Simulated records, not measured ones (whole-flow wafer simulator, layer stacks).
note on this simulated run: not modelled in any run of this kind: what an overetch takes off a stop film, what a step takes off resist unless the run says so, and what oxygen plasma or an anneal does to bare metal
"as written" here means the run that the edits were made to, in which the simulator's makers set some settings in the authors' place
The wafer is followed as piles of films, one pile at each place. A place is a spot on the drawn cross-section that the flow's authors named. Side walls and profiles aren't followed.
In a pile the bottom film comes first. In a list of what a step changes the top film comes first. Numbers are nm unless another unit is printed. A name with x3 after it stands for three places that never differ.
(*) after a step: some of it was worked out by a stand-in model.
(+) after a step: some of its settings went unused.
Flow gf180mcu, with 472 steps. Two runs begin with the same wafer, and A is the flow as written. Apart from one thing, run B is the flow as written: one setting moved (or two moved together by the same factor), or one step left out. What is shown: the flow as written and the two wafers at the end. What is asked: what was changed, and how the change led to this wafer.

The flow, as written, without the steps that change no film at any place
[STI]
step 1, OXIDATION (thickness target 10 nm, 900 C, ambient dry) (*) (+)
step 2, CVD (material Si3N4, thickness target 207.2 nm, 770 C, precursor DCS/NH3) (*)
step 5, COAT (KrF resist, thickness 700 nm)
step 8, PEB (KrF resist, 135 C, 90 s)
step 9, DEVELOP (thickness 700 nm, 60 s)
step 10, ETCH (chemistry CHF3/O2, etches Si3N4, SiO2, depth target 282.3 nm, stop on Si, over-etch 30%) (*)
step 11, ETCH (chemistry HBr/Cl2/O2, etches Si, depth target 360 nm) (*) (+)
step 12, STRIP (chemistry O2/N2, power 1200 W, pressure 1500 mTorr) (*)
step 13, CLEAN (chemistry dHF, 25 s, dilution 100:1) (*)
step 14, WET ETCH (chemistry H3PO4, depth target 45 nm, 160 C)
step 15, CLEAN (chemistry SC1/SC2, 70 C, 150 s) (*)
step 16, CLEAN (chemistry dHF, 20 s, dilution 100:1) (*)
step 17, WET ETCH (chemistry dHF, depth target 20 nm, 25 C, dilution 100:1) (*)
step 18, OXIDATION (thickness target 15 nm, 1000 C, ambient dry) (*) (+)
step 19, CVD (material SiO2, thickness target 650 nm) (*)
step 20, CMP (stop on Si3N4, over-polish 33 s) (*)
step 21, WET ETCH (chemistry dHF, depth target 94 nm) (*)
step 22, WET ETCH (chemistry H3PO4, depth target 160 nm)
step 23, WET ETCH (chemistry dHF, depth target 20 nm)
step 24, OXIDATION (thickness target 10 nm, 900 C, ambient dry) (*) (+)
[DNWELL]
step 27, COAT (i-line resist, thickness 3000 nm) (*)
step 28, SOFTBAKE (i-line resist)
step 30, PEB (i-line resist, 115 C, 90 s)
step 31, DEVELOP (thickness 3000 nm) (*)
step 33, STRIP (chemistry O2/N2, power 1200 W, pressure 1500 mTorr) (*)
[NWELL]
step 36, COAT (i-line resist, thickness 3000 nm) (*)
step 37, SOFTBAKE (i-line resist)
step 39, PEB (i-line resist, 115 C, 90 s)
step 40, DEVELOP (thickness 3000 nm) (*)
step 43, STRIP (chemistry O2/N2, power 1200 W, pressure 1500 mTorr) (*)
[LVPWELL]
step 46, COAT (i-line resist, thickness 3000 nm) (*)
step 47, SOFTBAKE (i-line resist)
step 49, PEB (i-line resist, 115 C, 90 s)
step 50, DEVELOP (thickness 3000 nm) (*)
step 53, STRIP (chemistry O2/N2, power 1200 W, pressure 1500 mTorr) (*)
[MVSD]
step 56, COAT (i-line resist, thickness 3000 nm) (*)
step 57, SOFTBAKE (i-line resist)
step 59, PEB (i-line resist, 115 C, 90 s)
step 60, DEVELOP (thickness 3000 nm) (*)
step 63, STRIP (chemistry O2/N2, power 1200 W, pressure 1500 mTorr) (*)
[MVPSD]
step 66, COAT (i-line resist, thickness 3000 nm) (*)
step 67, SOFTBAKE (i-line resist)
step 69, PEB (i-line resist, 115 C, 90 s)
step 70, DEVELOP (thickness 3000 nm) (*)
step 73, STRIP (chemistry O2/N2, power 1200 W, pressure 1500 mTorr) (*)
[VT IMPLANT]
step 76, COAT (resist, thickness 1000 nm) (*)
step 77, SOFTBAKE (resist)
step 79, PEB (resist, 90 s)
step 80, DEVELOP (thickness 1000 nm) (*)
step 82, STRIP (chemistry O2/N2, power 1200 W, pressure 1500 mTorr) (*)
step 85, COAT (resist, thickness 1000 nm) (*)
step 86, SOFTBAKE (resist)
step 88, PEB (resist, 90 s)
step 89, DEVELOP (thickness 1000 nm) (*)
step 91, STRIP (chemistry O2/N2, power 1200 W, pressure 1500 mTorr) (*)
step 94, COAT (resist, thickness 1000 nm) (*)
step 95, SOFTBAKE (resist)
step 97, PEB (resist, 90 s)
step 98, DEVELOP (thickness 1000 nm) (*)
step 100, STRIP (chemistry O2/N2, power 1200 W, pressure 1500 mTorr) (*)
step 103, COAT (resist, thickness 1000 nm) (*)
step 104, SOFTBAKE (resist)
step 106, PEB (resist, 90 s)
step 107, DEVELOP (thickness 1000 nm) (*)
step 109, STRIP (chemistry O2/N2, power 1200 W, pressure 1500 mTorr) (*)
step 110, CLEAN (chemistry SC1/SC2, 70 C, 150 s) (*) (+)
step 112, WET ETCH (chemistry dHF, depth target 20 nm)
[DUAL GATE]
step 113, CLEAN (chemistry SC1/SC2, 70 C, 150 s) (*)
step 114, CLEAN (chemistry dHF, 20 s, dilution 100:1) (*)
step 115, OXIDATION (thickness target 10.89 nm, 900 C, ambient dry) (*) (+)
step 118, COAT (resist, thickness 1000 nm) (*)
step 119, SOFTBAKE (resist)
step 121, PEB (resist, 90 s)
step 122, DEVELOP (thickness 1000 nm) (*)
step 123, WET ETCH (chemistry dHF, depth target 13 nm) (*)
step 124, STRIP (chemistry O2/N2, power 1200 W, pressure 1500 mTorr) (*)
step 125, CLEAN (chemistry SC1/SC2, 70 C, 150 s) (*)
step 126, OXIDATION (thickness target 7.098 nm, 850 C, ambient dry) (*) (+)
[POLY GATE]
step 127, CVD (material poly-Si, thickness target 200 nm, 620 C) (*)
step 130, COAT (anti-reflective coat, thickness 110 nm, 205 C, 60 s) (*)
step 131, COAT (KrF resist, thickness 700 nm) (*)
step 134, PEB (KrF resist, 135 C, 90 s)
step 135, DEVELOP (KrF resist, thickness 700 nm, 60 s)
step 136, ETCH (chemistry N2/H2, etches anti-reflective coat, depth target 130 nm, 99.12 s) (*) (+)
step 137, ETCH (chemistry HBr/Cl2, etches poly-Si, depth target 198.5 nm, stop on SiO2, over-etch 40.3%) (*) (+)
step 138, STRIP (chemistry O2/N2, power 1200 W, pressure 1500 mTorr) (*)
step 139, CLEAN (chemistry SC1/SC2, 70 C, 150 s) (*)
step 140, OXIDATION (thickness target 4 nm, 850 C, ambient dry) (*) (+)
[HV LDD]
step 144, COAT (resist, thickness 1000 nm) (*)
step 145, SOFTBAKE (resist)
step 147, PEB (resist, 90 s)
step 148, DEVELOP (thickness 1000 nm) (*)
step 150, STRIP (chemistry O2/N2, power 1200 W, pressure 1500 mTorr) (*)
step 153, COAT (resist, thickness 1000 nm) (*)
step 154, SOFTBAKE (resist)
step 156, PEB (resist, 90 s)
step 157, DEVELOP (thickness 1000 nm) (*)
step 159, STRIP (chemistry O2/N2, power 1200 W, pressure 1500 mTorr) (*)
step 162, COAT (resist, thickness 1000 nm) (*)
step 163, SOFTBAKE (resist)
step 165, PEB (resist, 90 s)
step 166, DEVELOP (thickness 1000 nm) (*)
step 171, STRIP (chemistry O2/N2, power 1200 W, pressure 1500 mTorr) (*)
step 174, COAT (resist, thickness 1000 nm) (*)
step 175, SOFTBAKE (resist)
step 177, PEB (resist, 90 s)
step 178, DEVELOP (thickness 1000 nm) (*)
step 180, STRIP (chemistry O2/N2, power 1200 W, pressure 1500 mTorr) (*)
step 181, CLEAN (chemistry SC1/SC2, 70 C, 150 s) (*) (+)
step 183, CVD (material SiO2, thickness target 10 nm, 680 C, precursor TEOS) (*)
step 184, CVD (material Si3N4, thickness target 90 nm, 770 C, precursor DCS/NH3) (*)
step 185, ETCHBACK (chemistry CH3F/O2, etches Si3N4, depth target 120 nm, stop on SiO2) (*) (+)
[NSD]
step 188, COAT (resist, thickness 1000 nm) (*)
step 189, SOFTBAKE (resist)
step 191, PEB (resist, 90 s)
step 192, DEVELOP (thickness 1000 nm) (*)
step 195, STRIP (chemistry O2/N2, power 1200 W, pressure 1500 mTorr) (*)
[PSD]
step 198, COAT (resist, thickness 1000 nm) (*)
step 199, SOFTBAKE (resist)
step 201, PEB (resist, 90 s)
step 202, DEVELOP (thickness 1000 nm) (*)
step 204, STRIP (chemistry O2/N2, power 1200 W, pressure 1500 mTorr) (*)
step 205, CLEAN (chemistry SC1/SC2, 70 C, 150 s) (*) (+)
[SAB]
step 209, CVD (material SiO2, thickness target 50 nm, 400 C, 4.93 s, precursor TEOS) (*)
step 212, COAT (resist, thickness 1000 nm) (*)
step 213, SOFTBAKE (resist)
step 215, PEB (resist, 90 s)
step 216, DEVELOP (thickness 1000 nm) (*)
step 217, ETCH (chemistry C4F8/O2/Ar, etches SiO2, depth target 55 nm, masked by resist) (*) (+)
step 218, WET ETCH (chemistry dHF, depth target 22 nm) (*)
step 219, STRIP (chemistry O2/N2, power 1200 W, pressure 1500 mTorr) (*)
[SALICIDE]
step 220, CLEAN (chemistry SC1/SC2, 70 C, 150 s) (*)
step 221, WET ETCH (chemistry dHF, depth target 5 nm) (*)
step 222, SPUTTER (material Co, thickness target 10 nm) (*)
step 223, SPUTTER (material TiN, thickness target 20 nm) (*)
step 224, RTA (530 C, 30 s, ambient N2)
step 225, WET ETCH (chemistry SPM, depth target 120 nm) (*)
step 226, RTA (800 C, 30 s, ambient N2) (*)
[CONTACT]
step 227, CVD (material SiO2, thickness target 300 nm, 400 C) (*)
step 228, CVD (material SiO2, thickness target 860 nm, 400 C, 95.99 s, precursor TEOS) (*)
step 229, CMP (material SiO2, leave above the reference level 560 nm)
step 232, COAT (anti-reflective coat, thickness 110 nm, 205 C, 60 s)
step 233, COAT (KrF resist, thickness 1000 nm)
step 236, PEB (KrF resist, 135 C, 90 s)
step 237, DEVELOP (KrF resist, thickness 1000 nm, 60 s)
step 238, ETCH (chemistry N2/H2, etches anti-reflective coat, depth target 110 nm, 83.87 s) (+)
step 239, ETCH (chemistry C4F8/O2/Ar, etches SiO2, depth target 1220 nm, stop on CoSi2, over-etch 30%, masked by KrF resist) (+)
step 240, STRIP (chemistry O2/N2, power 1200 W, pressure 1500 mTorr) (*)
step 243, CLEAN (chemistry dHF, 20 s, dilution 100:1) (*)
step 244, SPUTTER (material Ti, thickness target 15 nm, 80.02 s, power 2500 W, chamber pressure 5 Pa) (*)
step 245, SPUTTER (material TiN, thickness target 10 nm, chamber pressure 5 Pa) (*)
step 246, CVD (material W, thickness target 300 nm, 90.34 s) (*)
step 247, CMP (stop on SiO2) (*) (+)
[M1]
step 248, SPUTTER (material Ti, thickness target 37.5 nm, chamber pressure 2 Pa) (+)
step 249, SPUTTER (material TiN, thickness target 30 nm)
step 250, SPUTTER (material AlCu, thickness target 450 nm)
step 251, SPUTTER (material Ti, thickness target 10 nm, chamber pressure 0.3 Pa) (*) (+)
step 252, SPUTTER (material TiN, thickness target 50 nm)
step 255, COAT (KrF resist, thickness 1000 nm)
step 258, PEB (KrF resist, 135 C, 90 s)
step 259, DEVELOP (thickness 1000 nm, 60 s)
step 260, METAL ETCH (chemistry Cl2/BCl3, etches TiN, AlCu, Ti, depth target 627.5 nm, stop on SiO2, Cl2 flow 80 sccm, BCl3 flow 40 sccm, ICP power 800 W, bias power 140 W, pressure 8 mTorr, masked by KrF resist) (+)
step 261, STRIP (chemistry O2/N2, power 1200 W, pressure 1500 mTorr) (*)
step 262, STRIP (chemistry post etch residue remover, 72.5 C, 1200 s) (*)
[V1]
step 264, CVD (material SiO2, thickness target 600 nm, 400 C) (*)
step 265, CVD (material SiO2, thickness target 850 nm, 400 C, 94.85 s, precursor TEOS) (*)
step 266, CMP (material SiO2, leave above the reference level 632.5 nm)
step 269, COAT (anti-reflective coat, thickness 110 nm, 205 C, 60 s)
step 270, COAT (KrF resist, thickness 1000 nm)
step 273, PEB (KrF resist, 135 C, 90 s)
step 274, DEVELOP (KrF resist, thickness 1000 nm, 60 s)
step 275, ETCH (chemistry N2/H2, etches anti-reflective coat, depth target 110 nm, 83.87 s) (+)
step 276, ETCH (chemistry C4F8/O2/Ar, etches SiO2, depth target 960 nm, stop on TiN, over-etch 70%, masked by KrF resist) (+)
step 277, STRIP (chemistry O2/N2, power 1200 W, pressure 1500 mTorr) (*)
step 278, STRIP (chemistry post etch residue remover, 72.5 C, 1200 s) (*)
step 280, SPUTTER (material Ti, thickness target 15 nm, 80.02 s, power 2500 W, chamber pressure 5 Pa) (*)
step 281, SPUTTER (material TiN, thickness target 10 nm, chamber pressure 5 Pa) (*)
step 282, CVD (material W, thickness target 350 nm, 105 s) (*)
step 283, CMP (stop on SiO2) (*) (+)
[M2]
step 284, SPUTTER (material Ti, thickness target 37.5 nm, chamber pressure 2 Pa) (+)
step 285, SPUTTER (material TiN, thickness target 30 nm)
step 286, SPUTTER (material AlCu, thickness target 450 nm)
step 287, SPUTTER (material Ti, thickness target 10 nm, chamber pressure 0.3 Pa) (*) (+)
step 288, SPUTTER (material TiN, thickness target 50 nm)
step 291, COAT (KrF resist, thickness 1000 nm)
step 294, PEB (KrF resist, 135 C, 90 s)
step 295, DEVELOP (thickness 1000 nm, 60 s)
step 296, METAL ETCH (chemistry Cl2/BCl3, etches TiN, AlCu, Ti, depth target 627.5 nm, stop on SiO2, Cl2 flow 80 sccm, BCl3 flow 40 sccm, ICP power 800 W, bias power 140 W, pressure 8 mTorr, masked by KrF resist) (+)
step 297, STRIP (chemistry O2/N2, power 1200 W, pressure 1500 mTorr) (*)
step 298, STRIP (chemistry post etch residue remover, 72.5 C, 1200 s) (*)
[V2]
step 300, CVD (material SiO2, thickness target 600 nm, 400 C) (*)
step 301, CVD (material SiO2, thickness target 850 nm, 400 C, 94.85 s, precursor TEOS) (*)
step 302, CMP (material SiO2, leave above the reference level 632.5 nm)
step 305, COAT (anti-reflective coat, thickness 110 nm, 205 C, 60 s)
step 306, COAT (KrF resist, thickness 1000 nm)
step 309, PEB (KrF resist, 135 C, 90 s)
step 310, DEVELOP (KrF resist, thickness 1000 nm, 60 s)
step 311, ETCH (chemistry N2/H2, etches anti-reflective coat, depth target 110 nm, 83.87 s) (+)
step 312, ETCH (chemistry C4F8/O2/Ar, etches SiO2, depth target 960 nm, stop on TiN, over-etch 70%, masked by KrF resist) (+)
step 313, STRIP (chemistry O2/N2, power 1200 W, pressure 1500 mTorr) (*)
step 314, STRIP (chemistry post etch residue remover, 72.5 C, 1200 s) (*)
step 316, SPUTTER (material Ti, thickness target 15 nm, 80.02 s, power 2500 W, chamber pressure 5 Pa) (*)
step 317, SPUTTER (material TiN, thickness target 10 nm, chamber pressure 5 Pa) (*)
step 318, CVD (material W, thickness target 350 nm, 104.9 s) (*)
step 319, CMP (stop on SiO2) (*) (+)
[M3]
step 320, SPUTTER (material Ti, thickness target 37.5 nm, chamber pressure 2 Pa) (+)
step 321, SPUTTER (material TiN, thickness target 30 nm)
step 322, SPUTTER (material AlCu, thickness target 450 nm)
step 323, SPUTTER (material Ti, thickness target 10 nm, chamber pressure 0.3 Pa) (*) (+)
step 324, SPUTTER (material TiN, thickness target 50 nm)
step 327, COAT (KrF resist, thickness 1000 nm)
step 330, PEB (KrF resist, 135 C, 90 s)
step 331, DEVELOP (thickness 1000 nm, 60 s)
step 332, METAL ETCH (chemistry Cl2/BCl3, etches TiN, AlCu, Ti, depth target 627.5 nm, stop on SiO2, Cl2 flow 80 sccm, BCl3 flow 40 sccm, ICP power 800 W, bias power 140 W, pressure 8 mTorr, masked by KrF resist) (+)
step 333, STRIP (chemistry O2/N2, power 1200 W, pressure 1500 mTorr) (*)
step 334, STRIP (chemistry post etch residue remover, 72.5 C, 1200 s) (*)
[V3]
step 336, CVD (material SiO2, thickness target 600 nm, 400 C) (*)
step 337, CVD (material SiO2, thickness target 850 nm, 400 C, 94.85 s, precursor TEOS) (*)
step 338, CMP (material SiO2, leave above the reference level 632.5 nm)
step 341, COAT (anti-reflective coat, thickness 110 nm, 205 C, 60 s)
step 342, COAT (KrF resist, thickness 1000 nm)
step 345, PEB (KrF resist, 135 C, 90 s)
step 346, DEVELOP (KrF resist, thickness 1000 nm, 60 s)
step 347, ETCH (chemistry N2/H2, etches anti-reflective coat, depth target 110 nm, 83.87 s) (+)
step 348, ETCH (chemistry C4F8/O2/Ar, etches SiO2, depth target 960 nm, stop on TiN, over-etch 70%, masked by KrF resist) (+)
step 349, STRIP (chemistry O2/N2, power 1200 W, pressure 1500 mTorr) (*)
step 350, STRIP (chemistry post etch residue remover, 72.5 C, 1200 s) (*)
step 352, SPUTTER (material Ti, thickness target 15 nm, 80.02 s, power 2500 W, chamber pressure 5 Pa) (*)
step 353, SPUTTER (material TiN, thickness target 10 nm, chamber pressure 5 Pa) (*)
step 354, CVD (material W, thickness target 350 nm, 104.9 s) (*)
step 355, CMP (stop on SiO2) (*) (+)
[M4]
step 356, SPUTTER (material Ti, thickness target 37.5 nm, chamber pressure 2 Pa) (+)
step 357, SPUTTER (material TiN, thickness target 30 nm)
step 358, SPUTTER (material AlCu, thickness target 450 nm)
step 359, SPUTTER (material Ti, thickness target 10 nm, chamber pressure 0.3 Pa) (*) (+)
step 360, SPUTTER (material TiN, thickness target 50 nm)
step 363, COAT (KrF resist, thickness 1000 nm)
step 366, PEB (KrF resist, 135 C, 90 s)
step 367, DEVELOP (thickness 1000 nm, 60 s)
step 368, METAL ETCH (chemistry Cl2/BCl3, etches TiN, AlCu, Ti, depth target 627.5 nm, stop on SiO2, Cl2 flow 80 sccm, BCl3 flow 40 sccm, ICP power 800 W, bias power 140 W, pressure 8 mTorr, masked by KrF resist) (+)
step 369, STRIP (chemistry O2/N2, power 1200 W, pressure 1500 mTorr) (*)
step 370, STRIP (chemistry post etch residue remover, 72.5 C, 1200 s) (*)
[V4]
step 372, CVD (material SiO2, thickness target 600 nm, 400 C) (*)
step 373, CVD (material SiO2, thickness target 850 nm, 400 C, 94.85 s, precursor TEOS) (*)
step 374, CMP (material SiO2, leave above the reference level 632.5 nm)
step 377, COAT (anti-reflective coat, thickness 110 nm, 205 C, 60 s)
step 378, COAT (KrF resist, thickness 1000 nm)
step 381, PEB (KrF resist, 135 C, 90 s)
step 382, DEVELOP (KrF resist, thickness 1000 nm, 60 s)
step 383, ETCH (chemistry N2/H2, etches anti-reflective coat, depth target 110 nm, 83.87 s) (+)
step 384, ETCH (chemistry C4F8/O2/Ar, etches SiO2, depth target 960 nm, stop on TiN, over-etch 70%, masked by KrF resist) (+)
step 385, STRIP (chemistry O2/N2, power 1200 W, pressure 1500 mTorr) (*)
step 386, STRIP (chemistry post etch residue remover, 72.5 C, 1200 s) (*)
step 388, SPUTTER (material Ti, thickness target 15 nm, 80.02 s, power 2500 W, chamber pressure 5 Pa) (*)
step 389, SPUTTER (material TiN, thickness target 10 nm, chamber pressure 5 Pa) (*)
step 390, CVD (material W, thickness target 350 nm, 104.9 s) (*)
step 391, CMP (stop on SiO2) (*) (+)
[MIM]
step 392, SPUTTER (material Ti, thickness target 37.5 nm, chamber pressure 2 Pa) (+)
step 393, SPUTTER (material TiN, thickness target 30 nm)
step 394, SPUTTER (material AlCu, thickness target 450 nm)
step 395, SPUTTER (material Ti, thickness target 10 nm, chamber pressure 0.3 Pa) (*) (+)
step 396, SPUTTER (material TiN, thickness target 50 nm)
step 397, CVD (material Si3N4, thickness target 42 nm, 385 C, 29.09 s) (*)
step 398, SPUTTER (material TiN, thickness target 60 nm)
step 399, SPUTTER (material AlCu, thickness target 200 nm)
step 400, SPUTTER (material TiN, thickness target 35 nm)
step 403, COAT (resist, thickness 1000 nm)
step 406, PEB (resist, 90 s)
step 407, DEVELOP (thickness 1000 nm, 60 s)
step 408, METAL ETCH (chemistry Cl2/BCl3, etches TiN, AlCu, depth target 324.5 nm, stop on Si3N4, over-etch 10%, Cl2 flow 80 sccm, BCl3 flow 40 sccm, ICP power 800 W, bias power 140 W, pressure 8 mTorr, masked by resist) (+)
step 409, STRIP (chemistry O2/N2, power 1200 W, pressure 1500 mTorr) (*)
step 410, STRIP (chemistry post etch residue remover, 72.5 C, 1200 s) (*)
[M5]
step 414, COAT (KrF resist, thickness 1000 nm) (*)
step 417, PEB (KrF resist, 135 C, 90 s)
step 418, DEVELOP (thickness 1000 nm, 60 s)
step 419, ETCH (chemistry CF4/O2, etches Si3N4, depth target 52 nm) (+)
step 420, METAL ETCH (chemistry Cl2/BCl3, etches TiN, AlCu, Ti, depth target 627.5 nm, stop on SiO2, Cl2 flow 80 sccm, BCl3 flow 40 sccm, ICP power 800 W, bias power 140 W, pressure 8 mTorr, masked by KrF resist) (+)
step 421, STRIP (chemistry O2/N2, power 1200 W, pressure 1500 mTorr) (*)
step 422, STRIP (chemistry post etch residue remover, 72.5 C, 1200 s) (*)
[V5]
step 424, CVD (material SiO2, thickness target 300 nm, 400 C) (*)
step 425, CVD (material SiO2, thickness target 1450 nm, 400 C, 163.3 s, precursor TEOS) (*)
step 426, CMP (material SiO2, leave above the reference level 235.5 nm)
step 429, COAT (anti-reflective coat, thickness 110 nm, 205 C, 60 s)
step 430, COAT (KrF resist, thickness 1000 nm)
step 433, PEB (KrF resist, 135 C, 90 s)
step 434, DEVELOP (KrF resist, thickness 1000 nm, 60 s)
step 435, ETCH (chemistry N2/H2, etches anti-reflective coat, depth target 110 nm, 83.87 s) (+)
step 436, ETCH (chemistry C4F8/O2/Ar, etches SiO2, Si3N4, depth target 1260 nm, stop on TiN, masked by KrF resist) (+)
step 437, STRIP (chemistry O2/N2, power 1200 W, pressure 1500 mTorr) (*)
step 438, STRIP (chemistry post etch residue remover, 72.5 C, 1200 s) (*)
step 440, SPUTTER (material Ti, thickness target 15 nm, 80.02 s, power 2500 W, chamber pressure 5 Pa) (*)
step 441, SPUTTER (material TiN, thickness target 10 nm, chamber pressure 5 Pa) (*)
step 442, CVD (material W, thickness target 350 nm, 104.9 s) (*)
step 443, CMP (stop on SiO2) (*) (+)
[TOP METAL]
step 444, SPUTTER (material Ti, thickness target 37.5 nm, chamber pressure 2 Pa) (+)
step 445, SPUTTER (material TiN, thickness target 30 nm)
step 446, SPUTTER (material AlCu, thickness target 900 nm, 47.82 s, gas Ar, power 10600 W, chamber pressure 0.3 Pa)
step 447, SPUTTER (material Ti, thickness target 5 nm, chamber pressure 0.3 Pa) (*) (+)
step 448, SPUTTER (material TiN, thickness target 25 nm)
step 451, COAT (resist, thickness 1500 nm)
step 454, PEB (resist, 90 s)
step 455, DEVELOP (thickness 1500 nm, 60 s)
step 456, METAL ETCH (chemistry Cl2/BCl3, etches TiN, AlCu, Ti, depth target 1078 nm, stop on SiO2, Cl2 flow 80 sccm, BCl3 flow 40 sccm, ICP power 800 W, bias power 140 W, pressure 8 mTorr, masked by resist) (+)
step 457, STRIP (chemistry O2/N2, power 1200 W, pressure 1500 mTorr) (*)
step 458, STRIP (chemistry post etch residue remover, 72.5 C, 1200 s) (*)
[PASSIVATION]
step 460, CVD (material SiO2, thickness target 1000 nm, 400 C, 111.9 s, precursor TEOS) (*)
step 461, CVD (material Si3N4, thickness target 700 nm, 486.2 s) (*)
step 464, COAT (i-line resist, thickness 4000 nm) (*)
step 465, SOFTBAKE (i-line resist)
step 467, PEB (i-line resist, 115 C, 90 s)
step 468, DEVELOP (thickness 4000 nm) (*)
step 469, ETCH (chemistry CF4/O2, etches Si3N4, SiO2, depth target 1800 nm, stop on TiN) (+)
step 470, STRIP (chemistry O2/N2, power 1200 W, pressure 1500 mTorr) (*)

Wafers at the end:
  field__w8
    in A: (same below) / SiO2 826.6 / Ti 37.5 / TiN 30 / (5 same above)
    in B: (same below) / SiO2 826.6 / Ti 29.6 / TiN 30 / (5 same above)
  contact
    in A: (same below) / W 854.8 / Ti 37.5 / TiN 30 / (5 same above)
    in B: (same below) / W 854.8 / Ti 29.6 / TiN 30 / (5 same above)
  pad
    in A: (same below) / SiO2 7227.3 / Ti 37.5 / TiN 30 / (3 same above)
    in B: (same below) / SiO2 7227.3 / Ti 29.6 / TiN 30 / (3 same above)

The reason: step 444, SPUTTER: thickness target 29.6 nm was run, though the flow has thickness target 37.5 nm.
One can read it off the wafer: field__w8 has Ti 29.6, and step 444 as written asks for 37.5 nm.

The path from the change to this, step by step:
  step 444, SPUTTER (material Ti, thickness target 37.5 nm, chamber pressure 2 Pa) (+)
      field, field__w1, field__w2 and 109 more: A +37.5 Ti (new film) | B +29.6 Ti (new film)
  step 456, METAL ETCH (chemistry Cl2/BCl3, etches TiN, AlCu, Ti, depth target 1078 nm, stop on SiO2, Cl2 flow 80 sccm, BCl3 flow 40 sccm, ICP power 800 W, bias power 140 W, pressure 8 mTorr, masked by resist) (+)
      field, field__w1, field__w2 and 103 more: A -25 TiN (all of it), -5 Ti (all of it), -900 AlCu (all of it), -30 TiN (all of it), -37.5 Ti (all of it) | B -25 TiN (all of it), -5 Ti (all of it), -900 AlCu (all of it), -30 TiN (all of it), -29.6 Ti (all of it)
